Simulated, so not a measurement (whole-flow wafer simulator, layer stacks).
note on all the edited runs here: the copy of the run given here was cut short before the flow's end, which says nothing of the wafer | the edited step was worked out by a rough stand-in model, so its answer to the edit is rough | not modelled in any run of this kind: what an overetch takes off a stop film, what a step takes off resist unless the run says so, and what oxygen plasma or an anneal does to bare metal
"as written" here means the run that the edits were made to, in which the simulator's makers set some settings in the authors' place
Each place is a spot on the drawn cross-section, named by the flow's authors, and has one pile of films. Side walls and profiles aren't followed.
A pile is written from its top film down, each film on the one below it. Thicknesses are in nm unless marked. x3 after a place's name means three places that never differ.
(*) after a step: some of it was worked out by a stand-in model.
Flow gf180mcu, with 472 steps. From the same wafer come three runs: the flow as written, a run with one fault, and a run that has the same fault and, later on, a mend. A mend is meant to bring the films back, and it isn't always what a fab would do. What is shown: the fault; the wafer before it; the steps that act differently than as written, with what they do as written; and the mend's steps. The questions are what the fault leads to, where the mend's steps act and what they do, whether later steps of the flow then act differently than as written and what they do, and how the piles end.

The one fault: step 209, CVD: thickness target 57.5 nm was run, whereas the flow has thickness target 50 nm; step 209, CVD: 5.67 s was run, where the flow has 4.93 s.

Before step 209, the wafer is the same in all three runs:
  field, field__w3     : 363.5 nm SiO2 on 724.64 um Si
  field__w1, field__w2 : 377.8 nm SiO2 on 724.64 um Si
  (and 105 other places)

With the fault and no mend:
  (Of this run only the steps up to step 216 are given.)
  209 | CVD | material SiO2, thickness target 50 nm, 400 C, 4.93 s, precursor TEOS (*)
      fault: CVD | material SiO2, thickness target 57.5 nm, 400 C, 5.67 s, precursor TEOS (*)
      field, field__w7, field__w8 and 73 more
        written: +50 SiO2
        fault: +57.3 SiO2
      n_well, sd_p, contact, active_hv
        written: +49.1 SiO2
        fault: +56.3 SiO2
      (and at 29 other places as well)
  None of the later steps of the flow up to step 216 differs from how it acts as written, at any place that is followed, by more than 2% or 0.5 nm, whichever is larger.
  The piles after step 216 differ from the flow's at active, n_well, p_well and 52 more by more than 2% or 0.5 nm, whichever is larger.
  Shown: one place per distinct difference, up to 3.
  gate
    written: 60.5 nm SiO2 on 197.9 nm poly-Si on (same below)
    fault: 67.8 nm SiO2 on 197.9 nm poly-Si on (same below)
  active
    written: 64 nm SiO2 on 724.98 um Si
    fault: 71.3 nm SiO2 on 724.98 um Si
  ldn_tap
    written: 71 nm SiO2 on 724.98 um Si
    fault: 78.3 nm SiO2 on 724.98 um Si

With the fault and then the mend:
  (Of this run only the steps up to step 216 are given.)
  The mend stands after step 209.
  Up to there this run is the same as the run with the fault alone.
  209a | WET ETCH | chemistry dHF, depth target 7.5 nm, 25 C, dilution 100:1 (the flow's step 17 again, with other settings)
      field, field__w1, field__w2 and 106 more
        -7.5 SiO2
  None of the later steps of the flow up to step 216 differs from how it acts as written, at any place that is followed, by more than 2% or 0.5 nm, whichever is larger.
  Once step 216 is done, the piles differ only a little from the flow's at the places that both follow, at most by 2% or 0.5 nm, whichever is larger.
